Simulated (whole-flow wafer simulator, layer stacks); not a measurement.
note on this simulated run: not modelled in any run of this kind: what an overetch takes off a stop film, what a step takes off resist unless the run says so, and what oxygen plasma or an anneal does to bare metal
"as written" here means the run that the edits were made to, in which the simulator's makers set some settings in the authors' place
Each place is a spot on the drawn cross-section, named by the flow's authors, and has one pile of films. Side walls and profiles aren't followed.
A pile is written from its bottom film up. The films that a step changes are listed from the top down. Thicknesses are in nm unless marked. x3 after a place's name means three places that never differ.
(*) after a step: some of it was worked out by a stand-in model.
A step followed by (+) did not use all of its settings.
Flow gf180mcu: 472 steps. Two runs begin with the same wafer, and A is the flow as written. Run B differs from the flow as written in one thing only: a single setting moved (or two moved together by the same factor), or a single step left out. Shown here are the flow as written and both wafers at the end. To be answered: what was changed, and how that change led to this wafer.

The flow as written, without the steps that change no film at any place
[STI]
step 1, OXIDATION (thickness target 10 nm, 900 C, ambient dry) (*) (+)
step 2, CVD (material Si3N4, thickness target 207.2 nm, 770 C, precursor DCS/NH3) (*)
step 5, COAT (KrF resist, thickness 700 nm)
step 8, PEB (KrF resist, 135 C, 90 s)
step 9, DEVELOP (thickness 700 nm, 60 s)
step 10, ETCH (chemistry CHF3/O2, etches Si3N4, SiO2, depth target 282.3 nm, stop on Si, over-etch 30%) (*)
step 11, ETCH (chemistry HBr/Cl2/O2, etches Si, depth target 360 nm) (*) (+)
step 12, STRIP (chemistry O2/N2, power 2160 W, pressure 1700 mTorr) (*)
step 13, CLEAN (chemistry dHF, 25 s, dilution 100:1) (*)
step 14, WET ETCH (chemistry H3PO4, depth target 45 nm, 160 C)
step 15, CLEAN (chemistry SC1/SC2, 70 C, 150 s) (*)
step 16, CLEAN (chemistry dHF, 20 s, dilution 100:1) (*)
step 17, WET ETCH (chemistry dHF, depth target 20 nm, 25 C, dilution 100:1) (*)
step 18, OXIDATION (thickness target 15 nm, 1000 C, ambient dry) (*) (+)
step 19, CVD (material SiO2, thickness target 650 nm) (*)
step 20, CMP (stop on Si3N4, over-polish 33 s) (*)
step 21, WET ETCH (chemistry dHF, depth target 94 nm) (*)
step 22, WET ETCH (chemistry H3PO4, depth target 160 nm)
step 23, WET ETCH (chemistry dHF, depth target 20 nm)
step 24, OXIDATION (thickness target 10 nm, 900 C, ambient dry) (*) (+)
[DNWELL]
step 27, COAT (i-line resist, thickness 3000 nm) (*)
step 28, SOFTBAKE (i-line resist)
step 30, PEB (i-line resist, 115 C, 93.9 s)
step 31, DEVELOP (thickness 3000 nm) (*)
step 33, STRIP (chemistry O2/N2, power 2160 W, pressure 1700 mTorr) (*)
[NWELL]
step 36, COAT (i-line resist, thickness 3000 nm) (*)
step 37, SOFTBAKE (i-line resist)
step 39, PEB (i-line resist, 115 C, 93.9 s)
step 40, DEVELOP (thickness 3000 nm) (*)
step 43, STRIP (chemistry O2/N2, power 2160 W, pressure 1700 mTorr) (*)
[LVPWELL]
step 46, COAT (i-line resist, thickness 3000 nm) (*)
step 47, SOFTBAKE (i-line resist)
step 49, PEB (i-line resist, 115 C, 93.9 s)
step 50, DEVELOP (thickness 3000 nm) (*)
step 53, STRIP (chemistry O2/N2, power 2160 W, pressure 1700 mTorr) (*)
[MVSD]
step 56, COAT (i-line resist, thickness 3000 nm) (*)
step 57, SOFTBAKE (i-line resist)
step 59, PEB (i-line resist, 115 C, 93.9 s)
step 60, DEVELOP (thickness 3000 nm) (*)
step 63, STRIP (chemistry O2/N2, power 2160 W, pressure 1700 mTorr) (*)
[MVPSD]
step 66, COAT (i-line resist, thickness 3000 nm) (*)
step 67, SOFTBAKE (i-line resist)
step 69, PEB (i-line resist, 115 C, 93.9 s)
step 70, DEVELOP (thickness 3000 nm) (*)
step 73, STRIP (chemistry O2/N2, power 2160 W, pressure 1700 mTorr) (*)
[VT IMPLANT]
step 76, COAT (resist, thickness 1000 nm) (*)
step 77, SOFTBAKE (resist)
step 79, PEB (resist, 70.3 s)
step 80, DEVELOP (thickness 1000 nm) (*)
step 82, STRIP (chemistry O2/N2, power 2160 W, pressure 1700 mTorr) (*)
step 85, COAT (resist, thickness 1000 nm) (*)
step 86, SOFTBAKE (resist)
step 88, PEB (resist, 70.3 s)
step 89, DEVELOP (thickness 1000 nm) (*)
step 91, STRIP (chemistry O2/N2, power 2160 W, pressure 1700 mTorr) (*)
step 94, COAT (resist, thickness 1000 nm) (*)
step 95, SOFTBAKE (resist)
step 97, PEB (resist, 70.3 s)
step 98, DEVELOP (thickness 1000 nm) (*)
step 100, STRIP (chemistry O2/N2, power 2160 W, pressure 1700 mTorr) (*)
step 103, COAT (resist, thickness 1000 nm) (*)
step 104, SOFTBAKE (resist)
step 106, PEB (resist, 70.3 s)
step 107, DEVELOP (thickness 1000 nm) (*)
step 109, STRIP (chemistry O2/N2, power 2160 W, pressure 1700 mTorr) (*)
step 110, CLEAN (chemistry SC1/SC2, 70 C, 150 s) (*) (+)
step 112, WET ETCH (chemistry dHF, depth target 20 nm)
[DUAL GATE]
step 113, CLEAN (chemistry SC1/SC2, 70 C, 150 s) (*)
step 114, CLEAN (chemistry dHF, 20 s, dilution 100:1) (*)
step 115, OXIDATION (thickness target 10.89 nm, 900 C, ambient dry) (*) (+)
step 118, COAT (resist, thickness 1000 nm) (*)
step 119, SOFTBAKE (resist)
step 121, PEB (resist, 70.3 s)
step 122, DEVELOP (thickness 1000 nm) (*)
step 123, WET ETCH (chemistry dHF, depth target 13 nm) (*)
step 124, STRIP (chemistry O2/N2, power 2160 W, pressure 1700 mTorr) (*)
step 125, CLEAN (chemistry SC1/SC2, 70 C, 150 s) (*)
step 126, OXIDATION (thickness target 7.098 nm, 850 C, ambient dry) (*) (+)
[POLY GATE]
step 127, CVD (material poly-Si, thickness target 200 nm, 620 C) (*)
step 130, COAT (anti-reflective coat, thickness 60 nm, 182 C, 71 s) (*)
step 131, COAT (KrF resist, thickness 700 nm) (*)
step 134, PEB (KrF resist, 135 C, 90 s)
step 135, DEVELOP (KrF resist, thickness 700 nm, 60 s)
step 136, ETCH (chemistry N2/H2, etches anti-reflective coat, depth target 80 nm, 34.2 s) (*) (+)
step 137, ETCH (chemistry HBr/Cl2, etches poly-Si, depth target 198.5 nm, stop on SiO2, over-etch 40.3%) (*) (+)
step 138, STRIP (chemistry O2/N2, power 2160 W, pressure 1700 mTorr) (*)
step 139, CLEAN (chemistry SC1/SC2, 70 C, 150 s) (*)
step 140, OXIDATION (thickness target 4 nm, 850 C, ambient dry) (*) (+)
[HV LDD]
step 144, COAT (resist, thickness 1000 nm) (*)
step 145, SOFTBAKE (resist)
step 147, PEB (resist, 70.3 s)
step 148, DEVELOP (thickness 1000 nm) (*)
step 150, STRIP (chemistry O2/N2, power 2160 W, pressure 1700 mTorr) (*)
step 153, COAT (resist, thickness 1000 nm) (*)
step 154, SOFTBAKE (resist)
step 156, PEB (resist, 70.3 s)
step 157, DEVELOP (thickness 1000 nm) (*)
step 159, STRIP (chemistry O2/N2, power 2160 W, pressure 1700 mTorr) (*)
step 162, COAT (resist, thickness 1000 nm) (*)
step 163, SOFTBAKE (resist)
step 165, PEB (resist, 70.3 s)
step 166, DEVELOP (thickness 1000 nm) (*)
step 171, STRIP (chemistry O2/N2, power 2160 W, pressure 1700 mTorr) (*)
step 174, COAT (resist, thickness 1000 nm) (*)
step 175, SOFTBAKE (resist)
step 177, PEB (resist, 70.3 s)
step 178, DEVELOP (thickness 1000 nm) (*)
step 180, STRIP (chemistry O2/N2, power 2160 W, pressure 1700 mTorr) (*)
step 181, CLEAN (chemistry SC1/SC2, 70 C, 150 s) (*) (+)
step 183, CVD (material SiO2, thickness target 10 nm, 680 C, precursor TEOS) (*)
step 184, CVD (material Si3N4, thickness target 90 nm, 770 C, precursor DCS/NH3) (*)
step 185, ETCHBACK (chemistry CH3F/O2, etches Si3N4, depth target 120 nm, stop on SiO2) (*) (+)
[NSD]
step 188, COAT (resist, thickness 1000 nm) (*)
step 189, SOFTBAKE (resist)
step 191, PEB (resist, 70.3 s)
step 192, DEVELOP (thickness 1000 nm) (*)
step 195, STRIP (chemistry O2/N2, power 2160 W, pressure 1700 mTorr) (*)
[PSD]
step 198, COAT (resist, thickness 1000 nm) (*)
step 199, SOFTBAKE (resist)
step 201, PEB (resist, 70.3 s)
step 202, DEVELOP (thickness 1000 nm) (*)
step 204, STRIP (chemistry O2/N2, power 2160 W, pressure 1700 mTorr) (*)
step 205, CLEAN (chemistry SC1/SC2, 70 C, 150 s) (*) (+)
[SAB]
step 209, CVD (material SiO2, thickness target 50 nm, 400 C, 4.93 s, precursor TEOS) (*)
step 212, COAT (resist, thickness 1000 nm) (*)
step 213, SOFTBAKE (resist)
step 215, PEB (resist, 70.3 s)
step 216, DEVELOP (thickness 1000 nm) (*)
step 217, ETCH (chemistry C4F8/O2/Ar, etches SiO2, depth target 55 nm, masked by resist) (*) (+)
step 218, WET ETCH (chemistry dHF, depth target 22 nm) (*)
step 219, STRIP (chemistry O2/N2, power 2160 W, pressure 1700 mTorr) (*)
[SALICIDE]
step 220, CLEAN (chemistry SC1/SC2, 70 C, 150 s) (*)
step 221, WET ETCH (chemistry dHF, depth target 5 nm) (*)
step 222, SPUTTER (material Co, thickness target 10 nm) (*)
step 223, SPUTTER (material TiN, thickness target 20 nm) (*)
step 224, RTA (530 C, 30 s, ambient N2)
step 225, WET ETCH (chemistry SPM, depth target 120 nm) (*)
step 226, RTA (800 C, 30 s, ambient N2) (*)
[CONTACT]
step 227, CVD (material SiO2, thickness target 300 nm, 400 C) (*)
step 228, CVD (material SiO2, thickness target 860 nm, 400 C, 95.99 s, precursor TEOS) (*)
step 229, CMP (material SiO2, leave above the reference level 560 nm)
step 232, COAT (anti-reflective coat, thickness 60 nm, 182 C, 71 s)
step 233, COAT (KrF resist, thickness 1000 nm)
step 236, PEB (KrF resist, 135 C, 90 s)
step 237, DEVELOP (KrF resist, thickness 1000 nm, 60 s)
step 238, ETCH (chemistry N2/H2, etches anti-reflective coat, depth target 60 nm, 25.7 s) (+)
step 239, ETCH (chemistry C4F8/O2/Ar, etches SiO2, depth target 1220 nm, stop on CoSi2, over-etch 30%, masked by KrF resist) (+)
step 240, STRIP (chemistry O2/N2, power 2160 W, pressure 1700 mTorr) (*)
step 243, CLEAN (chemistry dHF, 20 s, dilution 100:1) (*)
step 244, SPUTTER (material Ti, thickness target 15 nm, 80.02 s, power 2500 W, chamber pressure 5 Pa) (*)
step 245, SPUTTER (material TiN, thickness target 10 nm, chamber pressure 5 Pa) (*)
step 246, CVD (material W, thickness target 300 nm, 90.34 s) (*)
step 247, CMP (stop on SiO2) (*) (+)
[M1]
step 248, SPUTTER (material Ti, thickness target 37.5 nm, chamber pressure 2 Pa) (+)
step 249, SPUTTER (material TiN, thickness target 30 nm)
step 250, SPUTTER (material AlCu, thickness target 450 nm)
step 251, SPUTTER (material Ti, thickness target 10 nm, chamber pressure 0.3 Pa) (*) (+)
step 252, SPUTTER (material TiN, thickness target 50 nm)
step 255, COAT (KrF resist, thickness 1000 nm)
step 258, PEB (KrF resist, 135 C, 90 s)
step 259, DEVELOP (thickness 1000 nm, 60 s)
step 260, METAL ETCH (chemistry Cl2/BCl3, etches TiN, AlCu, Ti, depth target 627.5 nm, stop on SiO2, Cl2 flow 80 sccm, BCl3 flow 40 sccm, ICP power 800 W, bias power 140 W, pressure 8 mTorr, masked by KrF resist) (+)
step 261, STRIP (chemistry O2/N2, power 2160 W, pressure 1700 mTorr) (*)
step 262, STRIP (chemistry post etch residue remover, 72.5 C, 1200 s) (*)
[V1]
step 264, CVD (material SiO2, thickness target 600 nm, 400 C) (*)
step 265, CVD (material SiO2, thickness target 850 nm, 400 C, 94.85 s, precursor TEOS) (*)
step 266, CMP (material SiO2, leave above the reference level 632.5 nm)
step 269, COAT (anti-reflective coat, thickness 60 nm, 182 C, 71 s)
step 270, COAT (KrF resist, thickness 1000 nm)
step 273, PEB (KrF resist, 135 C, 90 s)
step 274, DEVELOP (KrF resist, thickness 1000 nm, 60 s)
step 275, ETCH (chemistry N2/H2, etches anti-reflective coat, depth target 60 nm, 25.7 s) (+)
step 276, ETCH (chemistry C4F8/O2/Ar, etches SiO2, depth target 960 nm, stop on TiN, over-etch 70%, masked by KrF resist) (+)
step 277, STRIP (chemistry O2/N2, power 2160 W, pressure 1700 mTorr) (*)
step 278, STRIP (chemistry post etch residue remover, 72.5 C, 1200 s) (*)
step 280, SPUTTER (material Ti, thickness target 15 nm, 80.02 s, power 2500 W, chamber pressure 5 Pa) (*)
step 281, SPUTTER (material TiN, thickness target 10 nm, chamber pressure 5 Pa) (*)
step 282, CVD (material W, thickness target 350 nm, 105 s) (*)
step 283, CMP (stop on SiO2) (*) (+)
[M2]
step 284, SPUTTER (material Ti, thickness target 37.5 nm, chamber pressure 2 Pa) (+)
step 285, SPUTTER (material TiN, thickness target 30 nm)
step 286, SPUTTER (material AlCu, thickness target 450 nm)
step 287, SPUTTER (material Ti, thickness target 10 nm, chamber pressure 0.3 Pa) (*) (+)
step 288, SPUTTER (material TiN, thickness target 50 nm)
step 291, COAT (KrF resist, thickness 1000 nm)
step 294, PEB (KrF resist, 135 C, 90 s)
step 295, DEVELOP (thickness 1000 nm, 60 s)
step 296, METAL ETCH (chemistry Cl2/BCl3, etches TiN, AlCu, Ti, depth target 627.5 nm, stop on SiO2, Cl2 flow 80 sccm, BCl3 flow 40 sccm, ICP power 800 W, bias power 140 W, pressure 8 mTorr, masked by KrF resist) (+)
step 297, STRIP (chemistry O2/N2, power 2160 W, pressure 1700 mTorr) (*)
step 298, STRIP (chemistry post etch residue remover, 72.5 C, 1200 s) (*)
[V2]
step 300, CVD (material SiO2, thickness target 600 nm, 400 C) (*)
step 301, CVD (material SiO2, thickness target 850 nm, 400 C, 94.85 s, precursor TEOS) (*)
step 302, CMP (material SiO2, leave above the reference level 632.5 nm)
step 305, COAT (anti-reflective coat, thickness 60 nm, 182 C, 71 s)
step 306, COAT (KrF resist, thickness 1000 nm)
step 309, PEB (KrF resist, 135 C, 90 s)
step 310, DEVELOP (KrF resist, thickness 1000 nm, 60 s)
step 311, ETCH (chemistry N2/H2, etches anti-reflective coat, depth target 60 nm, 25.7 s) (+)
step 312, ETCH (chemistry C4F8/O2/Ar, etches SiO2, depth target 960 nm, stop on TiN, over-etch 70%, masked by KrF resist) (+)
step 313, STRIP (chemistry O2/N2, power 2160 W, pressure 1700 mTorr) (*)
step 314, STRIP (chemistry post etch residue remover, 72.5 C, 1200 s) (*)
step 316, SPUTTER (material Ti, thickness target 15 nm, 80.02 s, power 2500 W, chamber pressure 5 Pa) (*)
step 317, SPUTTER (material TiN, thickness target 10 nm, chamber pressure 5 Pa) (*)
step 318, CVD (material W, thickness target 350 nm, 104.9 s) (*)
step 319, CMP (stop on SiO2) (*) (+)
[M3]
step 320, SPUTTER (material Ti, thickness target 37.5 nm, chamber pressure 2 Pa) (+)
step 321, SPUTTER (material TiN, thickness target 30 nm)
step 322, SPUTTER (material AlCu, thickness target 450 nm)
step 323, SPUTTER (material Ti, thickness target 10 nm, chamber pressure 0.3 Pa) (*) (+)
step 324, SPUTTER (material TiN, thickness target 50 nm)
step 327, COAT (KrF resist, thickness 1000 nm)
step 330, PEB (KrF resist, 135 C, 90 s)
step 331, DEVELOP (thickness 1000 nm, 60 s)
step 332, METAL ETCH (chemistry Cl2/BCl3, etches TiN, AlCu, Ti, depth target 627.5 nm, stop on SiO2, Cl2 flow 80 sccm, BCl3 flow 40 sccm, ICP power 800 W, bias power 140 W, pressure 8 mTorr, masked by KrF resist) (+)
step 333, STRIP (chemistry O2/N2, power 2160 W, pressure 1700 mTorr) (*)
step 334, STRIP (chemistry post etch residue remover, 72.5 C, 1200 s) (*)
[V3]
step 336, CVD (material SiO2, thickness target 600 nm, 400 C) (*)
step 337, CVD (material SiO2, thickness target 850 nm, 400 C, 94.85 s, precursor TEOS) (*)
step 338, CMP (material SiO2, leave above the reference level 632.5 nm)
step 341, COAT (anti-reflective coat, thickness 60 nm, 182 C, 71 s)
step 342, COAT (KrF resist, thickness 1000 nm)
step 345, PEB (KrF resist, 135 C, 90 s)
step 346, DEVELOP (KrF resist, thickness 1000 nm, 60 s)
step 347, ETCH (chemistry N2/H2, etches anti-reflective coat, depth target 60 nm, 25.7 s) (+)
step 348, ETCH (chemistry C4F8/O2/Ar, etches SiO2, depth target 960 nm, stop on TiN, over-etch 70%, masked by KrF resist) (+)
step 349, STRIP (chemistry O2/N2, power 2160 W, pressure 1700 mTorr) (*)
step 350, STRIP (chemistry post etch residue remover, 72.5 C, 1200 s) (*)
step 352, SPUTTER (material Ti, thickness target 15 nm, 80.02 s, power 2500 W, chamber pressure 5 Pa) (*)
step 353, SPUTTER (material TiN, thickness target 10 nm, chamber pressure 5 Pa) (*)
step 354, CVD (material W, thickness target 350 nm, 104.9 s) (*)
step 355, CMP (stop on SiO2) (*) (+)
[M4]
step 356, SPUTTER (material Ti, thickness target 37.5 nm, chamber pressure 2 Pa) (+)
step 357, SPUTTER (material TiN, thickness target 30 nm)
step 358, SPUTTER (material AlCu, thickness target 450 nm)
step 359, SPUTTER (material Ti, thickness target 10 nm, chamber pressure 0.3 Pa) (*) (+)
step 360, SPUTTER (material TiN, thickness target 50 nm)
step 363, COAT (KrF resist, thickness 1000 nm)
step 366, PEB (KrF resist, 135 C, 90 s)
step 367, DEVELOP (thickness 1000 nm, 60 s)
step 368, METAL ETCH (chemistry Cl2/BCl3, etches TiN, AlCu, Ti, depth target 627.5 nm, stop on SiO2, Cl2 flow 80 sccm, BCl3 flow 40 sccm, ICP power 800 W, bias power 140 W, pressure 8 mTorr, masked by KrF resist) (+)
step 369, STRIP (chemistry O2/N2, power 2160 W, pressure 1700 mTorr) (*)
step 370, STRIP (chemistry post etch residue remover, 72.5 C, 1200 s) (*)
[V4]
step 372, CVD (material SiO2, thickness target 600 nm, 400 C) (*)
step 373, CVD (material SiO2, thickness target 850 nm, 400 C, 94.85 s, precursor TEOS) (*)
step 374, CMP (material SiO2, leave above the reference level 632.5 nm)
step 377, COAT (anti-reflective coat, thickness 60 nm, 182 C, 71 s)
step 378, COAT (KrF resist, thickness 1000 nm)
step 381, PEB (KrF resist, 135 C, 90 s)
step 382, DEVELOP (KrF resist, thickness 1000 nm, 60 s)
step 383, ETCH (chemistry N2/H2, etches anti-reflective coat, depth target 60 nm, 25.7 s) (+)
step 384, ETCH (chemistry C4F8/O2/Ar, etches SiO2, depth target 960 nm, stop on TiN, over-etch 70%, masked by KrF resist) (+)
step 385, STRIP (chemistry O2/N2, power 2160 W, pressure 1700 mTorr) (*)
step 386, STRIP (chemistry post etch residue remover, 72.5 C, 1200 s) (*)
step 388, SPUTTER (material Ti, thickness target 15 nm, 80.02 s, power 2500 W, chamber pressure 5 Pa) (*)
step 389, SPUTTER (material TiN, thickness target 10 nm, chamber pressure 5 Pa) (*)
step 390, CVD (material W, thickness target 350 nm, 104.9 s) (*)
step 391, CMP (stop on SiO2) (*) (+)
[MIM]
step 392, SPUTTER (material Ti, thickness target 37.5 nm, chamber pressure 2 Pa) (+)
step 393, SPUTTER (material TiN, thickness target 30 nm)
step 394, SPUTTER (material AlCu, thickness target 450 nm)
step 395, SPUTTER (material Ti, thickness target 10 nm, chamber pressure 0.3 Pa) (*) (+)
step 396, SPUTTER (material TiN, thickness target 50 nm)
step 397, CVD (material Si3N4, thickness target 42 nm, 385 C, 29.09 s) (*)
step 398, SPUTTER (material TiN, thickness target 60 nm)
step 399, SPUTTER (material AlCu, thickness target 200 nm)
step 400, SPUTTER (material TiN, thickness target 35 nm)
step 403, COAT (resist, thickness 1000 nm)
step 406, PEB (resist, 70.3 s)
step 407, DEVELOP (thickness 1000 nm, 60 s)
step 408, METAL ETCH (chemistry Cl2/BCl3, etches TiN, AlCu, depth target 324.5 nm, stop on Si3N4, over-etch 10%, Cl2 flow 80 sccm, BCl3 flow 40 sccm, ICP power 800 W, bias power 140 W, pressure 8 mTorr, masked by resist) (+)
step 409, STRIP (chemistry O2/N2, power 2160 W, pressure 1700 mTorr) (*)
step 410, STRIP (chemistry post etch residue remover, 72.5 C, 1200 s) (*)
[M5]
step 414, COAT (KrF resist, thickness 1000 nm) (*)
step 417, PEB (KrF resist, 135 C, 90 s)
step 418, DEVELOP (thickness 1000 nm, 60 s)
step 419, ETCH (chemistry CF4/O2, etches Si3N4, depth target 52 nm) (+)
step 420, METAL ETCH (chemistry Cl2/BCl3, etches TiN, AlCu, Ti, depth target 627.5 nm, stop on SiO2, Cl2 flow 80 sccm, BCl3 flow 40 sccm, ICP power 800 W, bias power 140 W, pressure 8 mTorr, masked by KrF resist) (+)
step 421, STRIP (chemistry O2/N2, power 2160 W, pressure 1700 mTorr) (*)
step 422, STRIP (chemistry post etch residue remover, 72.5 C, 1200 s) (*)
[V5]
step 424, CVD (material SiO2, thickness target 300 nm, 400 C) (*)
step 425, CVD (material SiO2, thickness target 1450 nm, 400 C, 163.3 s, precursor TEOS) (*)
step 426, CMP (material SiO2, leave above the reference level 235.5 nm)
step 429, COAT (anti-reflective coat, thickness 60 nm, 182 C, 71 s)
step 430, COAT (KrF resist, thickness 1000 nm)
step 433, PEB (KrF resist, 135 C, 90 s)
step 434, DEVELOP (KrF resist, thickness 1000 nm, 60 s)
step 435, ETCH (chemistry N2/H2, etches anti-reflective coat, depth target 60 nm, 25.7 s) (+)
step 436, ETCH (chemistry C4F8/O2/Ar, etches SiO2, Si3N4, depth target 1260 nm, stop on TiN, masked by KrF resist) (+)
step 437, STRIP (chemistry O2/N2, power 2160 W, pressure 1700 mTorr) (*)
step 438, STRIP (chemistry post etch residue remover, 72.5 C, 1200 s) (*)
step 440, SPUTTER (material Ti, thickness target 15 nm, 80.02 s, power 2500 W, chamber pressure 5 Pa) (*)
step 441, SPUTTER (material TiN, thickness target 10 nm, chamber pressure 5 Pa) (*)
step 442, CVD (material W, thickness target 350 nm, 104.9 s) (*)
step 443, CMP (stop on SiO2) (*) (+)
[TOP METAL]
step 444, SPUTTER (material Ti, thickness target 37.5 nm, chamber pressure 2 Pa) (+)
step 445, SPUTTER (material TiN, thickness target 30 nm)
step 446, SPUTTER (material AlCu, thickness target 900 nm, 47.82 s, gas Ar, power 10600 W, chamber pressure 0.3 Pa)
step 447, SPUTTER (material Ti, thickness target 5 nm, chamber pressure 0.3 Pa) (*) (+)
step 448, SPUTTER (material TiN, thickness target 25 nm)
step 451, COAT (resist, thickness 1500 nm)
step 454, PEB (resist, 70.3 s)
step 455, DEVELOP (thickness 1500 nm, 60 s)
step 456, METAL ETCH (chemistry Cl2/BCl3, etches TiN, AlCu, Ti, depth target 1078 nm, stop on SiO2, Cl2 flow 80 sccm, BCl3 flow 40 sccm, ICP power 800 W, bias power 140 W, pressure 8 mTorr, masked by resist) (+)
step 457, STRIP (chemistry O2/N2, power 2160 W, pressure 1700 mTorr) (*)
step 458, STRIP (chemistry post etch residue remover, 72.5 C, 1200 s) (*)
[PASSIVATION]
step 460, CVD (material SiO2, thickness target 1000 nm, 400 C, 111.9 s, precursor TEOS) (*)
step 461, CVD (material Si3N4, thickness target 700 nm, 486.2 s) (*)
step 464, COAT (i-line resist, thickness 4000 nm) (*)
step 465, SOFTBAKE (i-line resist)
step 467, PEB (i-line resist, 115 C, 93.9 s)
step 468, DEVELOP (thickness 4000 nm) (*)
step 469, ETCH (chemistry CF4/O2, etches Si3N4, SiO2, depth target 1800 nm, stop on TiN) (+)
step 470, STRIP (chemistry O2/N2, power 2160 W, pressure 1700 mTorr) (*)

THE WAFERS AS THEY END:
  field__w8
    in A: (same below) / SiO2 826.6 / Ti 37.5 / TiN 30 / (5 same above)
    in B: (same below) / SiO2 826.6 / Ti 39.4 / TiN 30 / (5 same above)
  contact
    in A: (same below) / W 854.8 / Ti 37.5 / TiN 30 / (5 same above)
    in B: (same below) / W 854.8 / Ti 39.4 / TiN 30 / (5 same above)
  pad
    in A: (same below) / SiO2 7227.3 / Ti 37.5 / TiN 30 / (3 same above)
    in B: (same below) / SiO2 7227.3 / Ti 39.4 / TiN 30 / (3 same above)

The reason: step 444, SPUTTER: thickness target 39.4 nm was run, whereas the flow has thickness target 37.5 nm.
One can read it off the wafer: field__w8 has Ti 39.4, and step 444 as written asks for 37.5 nm.

The path from the change to this, step by step:
  step 444, SPUTTER (material Ti, thickness target 37.5 nm, chamber pressure 2 Pa) (+)
      field, field__w1, field__w2 and 109 more: A +37.5 Ti (new film) | B +39.4 Ti (new film)
  step 456, METAL ETCH (chemistry Cl2/BCl3, etches TiN, AlCu, Ti, depth target 1078 nm, stop on SiO2, Cl2 flow 80 sccm, BCl3 flow 40 sccm, ICP power 800 W, bias power 140 W, pressure 8 mTorr, masked by resist) (+)
      field, field__w1, field__w2 and 103 more: A -25 TiN (all of it), -5 Ti (all of it), -900 AlCu (all of it), -30 TiN (all of it), -37.5 Ti (all of it) | B -25 TiN (all of it), -5 Ti (all of it), -900 AlCu (all of it), -30 TiN (all of it), -39.4 Ti (all of it)
